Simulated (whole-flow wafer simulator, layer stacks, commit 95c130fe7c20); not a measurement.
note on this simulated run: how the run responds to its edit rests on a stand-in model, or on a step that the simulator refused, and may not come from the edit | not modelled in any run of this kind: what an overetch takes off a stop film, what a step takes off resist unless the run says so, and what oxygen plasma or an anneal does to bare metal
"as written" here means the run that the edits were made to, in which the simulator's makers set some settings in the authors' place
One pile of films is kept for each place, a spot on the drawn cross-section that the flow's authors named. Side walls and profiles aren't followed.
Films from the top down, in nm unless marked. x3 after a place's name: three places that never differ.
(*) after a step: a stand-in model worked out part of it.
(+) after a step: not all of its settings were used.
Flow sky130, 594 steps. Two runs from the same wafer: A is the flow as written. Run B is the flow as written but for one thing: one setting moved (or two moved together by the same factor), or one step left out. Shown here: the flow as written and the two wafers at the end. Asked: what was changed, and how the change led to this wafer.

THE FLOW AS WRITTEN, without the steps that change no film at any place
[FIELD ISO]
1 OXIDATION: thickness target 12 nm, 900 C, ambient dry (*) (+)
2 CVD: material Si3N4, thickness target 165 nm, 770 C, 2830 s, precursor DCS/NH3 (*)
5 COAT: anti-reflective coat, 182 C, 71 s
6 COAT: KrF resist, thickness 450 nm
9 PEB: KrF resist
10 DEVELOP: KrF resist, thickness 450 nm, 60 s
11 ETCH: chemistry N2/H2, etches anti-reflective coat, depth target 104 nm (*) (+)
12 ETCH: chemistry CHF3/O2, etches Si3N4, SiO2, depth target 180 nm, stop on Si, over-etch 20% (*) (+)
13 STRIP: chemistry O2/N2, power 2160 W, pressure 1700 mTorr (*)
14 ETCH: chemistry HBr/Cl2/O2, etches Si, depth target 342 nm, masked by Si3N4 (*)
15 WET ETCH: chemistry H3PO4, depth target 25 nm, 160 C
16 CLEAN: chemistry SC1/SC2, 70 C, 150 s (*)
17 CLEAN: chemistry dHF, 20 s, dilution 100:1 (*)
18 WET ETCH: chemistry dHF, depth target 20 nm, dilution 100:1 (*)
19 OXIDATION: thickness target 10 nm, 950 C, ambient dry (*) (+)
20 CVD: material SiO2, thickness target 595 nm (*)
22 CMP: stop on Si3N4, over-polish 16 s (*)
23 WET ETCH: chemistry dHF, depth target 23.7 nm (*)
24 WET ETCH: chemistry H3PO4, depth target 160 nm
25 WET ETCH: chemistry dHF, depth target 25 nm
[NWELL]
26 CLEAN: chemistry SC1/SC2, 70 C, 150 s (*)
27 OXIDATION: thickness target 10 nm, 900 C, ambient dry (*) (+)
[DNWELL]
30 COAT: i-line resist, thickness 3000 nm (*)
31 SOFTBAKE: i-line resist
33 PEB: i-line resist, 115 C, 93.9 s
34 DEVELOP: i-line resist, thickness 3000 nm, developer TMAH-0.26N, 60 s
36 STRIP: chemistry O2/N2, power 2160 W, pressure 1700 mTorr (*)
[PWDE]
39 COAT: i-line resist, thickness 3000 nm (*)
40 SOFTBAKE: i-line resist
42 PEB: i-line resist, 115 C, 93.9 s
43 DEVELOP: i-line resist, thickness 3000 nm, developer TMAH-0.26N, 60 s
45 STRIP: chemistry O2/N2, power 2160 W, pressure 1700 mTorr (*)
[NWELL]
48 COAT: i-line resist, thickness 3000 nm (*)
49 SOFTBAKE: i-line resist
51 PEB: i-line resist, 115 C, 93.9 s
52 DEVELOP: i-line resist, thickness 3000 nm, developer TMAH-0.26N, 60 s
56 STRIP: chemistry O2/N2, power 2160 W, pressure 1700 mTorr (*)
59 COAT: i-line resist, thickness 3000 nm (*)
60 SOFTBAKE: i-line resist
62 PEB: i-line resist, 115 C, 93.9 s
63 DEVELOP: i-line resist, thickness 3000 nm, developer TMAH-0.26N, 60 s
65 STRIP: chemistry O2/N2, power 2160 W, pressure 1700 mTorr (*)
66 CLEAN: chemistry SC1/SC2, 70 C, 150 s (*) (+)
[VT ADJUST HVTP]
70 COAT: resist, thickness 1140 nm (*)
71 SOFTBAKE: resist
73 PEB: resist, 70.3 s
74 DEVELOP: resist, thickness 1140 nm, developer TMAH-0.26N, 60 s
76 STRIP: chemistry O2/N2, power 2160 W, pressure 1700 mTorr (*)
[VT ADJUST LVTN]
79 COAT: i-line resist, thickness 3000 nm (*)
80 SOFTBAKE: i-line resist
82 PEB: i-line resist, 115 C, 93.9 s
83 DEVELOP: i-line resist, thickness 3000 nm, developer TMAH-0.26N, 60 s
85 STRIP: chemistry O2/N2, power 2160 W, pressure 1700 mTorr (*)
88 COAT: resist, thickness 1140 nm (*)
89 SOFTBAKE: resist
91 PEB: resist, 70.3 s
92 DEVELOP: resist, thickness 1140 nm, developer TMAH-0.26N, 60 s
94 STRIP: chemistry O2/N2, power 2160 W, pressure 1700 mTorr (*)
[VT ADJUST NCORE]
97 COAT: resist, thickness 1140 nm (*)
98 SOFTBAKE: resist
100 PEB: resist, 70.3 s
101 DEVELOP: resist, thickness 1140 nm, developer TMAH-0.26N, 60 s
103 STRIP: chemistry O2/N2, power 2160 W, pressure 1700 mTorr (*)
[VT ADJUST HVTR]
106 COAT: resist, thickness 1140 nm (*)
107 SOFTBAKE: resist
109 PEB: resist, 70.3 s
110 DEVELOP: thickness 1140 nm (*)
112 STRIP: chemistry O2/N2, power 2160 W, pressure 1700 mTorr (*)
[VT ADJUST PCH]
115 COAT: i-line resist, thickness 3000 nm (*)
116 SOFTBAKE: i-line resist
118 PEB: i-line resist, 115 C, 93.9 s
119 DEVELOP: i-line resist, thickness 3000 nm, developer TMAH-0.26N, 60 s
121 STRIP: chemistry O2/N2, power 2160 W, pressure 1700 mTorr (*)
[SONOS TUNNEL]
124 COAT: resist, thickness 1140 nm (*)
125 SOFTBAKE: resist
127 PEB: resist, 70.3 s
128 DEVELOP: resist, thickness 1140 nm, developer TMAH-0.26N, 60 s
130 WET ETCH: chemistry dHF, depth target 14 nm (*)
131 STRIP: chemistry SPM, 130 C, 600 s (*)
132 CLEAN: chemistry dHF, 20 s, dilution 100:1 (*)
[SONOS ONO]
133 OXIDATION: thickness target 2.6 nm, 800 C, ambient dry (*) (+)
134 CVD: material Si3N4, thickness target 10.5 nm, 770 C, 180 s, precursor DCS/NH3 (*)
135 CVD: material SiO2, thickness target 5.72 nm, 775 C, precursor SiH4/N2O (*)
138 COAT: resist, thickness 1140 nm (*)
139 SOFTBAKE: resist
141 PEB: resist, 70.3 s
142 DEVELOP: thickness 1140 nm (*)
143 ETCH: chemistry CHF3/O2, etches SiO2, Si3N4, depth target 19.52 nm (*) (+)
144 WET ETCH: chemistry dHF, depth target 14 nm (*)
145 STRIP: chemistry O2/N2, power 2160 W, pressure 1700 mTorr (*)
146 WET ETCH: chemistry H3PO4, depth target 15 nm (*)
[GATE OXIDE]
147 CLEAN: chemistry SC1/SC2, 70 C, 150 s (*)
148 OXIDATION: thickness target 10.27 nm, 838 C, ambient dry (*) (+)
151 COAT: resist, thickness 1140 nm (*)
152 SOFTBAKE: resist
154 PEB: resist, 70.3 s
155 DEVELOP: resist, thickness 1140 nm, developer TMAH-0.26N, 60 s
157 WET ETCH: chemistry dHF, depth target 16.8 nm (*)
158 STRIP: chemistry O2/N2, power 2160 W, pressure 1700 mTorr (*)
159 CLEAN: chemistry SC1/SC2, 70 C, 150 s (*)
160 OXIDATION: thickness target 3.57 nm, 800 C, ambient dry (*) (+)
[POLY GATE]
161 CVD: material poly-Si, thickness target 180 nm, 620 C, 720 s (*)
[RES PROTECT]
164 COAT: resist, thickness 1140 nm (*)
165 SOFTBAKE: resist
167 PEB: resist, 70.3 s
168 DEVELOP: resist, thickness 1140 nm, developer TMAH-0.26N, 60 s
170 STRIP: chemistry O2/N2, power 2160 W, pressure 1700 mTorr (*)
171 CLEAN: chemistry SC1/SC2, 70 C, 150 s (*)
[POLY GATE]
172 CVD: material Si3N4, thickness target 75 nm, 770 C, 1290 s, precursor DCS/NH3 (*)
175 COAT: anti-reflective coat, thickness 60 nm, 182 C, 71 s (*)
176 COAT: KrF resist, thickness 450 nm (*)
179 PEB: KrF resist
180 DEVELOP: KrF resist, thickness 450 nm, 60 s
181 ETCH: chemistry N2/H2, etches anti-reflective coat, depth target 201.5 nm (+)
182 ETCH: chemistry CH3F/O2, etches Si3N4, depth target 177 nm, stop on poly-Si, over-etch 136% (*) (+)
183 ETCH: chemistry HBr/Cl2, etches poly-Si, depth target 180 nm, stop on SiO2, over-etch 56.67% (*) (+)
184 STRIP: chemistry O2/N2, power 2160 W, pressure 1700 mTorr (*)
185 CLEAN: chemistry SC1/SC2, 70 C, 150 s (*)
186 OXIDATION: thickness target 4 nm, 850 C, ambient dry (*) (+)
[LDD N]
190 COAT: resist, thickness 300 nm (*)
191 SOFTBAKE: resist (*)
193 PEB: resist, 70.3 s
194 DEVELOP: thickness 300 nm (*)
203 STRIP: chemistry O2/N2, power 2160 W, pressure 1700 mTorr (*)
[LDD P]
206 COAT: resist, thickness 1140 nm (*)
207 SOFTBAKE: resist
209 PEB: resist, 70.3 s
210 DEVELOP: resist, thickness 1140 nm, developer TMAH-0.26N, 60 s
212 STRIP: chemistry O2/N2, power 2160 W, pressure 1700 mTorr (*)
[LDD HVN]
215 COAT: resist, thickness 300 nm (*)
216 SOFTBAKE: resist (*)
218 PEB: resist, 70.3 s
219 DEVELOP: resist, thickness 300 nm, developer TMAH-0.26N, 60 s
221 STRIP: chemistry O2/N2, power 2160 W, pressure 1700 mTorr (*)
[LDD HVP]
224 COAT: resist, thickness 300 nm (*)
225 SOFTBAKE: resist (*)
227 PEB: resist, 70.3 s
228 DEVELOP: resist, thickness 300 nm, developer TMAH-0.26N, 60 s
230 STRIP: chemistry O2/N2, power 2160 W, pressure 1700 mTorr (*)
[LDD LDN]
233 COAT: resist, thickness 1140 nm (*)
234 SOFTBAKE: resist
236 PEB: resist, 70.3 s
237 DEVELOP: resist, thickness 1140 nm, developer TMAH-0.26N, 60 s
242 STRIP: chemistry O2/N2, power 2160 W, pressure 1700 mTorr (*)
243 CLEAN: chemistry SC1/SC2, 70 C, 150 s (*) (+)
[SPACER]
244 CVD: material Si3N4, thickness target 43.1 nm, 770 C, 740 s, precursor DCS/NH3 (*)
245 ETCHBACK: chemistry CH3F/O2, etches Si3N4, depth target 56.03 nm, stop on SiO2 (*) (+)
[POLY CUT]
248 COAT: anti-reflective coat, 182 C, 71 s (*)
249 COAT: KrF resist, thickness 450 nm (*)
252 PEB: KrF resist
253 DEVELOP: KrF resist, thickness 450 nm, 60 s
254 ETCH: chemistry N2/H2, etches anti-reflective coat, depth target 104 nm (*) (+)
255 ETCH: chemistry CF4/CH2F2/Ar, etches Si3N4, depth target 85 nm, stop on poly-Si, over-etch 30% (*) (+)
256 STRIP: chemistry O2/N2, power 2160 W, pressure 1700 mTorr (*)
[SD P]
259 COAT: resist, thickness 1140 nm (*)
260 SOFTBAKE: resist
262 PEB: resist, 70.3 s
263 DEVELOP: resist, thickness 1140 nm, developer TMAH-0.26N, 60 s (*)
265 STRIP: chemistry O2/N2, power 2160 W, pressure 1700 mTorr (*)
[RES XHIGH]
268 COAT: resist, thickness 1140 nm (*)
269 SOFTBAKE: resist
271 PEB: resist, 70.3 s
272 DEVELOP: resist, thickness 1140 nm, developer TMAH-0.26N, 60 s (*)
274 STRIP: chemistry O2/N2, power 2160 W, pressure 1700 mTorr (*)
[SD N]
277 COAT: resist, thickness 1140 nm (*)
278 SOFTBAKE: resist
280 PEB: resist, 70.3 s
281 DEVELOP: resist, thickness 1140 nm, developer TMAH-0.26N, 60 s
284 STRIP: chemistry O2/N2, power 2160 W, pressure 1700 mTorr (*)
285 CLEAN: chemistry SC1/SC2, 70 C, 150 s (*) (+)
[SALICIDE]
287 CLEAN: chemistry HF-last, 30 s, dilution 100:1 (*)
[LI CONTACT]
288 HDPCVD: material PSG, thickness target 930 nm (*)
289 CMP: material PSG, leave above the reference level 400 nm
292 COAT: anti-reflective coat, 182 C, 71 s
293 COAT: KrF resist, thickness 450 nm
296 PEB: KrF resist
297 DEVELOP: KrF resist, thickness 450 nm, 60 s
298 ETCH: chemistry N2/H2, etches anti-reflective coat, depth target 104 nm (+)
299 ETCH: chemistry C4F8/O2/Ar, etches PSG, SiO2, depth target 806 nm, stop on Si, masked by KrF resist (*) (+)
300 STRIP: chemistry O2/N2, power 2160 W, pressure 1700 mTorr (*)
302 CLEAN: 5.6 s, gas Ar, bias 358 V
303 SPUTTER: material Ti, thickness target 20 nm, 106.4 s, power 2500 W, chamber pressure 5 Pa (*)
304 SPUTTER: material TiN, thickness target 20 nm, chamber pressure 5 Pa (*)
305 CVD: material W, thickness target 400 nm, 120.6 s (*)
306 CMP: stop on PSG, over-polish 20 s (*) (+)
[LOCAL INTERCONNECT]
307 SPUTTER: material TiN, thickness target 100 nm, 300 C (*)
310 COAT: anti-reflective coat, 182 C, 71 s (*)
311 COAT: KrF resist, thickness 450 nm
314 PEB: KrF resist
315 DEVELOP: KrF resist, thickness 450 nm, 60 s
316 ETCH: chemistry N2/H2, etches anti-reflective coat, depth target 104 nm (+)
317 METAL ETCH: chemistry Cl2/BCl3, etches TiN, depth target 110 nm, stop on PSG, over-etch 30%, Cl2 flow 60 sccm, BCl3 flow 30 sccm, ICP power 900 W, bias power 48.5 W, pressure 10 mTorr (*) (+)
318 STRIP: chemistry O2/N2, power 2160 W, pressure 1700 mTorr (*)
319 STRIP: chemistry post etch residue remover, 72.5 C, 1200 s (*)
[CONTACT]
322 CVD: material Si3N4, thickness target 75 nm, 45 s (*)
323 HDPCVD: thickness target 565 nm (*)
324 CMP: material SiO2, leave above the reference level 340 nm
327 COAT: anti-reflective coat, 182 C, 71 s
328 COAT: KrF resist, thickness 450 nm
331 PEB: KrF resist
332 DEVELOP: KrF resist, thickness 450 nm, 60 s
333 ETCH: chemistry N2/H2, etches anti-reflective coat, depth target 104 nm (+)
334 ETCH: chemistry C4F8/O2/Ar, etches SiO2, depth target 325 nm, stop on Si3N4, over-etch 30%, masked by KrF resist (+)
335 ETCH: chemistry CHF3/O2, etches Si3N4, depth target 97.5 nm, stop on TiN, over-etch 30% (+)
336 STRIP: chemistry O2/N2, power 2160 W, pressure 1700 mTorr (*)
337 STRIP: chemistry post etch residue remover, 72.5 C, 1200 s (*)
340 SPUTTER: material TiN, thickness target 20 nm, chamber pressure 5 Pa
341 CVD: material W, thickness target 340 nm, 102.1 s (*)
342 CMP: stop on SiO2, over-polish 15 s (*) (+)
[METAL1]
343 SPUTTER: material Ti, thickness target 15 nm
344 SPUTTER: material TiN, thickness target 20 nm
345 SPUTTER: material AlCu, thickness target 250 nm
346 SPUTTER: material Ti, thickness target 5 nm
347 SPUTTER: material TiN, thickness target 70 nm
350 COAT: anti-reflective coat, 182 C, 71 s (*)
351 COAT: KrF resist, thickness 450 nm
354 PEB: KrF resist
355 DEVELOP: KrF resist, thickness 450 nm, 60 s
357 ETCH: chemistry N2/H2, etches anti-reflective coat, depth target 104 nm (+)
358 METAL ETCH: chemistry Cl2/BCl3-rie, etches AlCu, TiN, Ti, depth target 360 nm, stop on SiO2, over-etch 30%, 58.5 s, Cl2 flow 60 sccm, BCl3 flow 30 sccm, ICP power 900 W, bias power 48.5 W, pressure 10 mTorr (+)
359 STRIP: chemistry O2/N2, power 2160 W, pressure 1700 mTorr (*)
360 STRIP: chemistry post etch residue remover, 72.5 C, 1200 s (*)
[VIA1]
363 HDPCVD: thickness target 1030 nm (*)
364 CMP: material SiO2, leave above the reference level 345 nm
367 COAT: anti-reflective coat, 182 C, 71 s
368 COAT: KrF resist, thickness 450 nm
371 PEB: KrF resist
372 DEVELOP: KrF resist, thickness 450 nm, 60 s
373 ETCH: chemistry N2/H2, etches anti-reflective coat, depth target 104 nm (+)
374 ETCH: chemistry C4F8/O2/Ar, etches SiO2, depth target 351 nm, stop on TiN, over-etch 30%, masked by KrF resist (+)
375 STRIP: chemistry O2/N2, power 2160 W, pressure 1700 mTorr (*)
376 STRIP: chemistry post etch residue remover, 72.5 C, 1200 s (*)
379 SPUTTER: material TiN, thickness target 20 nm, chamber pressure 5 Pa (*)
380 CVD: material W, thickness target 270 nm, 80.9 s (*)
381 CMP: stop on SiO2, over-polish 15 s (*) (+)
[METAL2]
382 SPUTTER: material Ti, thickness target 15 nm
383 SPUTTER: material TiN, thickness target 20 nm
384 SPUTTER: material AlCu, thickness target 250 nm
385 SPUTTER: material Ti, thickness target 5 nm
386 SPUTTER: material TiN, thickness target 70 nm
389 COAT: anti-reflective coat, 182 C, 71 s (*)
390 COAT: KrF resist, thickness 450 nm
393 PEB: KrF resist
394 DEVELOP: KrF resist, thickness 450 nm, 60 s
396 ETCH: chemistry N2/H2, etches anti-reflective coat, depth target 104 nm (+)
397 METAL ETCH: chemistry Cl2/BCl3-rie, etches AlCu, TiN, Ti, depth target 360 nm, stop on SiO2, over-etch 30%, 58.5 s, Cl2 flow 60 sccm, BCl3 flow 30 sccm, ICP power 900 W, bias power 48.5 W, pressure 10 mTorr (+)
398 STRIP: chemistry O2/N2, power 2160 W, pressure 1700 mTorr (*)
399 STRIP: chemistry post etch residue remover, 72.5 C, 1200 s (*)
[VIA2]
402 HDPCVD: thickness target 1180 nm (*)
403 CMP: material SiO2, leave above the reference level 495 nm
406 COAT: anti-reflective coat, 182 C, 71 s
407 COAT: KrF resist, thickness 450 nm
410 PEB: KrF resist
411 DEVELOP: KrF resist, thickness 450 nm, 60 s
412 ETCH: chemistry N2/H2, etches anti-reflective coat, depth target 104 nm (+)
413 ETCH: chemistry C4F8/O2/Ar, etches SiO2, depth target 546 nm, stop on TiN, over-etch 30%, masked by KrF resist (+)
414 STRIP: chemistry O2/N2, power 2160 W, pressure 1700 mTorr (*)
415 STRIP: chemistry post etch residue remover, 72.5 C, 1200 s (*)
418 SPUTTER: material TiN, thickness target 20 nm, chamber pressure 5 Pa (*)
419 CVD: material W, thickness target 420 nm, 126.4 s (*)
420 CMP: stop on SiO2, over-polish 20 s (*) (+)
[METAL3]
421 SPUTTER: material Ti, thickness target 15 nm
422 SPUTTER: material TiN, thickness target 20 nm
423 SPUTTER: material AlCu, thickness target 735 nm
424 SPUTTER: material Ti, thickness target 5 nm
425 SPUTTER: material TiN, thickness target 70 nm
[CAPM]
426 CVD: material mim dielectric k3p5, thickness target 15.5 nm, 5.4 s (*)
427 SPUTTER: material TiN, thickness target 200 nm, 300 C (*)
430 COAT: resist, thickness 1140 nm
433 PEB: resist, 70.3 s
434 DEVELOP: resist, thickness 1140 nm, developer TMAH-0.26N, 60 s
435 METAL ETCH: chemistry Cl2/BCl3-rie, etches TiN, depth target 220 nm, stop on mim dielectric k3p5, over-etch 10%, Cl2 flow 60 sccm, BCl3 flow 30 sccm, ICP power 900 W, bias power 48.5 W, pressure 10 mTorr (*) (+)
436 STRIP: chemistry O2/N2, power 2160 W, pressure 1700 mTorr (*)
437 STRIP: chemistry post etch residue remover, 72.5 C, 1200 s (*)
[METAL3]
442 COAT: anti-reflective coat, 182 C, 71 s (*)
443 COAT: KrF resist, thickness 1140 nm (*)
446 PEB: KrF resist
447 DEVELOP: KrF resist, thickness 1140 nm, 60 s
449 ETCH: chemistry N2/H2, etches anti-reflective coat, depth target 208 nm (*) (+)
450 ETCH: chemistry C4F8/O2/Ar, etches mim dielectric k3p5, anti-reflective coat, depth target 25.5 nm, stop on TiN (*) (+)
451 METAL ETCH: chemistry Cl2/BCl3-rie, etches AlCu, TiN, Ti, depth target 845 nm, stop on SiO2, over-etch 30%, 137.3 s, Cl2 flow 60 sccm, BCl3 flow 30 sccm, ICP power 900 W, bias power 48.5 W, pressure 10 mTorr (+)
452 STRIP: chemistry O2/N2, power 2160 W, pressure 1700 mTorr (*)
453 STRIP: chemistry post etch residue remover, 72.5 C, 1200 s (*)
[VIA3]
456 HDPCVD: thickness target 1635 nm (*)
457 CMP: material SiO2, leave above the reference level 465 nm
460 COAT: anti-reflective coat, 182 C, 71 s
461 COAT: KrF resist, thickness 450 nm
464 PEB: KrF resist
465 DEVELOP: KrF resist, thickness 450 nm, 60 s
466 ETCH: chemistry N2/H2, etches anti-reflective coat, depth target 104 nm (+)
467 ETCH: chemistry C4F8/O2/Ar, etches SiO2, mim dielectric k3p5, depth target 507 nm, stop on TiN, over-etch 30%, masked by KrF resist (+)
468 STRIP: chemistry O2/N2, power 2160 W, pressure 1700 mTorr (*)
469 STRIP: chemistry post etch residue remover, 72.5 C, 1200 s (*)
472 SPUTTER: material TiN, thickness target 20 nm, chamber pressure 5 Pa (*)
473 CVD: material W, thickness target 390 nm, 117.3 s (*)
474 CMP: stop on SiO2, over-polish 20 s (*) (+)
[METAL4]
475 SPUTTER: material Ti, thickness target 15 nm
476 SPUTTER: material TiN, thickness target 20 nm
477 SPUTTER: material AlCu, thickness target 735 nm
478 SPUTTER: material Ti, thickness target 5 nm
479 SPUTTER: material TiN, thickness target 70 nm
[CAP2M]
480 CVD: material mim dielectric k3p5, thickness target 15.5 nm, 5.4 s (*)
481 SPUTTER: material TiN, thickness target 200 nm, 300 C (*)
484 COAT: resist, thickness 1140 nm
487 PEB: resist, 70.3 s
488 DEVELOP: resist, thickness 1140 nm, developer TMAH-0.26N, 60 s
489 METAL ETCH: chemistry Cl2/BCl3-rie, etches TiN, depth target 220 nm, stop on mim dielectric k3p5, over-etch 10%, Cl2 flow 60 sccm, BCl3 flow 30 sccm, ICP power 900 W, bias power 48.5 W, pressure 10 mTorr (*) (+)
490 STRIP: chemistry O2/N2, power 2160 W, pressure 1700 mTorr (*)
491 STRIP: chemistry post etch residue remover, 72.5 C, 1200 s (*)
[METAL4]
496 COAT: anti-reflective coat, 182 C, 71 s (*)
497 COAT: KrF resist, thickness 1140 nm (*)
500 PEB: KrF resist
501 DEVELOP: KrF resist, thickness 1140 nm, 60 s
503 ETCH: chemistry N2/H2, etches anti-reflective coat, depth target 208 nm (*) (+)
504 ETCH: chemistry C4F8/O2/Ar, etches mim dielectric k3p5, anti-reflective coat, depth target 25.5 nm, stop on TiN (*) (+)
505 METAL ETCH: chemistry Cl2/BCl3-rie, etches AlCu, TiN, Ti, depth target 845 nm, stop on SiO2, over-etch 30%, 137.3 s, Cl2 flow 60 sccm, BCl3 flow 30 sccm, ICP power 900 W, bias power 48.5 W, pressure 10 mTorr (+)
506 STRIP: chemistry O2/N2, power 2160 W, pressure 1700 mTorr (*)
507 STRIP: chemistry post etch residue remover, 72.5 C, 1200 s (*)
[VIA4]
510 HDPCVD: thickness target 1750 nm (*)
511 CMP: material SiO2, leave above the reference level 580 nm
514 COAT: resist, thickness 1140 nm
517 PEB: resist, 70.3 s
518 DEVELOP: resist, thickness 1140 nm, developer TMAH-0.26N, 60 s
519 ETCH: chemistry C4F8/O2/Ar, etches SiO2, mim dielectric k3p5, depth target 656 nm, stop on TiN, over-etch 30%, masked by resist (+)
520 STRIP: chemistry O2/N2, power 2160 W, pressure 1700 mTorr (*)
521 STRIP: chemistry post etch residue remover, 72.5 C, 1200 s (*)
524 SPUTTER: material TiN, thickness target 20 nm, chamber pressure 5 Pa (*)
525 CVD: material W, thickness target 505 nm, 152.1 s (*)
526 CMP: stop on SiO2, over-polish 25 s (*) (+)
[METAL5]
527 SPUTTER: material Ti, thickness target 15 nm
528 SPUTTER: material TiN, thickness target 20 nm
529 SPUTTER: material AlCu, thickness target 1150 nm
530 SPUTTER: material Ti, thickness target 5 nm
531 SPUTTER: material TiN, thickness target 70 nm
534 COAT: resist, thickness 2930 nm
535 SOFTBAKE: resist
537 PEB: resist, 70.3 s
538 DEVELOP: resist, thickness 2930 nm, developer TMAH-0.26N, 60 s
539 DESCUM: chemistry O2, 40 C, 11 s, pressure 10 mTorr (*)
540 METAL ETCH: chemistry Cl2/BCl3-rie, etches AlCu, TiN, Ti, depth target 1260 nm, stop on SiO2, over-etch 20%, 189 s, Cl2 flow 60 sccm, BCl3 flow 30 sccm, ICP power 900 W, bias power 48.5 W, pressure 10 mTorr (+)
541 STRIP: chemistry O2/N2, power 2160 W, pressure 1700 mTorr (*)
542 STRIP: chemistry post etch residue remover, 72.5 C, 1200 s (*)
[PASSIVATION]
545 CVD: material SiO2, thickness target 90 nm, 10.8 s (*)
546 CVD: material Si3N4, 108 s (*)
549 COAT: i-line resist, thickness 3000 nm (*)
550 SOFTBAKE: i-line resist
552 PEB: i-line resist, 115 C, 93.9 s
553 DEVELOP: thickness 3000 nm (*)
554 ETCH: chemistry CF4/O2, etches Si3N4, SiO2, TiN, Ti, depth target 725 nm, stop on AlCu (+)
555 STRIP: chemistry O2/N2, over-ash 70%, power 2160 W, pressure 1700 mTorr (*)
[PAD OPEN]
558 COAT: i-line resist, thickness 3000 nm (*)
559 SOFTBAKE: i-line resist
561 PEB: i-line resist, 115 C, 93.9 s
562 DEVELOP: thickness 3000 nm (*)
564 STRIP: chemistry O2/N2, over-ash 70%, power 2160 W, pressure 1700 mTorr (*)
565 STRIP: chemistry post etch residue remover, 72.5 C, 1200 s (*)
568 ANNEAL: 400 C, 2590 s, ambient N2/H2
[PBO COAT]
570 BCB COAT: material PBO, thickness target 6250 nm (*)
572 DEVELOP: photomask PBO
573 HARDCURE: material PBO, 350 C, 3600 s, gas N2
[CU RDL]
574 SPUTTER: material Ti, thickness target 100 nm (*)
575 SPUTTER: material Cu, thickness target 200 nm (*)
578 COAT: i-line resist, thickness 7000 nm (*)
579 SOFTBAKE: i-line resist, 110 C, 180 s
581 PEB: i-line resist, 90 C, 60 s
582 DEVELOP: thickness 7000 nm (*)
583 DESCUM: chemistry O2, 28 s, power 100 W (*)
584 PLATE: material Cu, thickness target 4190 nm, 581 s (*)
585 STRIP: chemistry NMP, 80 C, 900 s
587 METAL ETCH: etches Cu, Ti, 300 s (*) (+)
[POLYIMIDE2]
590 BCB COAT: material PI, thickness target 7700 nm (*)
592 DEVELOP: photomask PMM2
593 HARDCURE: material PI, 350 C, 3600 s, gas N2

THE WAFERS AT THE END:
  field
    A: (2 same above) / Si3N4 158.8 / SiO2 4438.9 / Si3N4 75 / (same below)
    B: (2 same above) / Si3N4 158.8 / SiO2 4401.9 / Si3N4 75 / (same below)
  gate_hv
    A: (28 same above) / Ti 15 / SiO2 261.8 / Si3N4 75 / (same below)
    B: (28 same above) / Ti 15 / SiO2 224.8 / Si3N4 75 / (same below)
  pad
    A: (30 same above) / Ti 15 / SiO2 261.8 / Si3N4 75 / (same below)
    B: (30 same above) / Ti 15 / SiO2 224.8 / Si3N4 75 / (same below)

The cause: step 324, CMP: leave above the reference level 303 nm was run, where the flow has leave above the reference level 340 nm.

How the change led to this, step by step:
  324 CMP: material SiO2, leave above the reference level 340 nm
      n_well, p_well, gate_hv and 93 more: A SiO2 -300 | B SiO2 -337
      field, active, gate and 88 more: A SiO2 -200.4 | B SiO2 -237.4
      (and at 4 more places)
  334 ETCH: chemistry C4F8/O2/Ar, etches SiO2, depth target 325 nm, stop on Si3N4, over-etch 30%, masked by KrF resist (+)
      poly_licon, ndiff_licon, ndiff_licon_cpp, rpo_hd_licon: A SiO2 -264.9 (all of it) | B SiO2 -227.9 (all of it)
  340 SPUTTER: material TiN, thickness target 20 nm, chamber pressure 5 Pa
      ndiff_licon, ndiff_licon_cpp, rpo_hd_licon: A TiN +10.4 | B TiN +11
  341 CVD: material W, thickness target 340 nm, 102.1 s (*)
      ndiff_licon, ndiff_licon_cpp, rpo_hd_licon: A W +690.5 (new film) | B W +652.9 (new film)
  342 CMP: stop on SiO2, over-polish 15 s (*) (+)
      poly_licon: A W -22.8 | B W -59.8
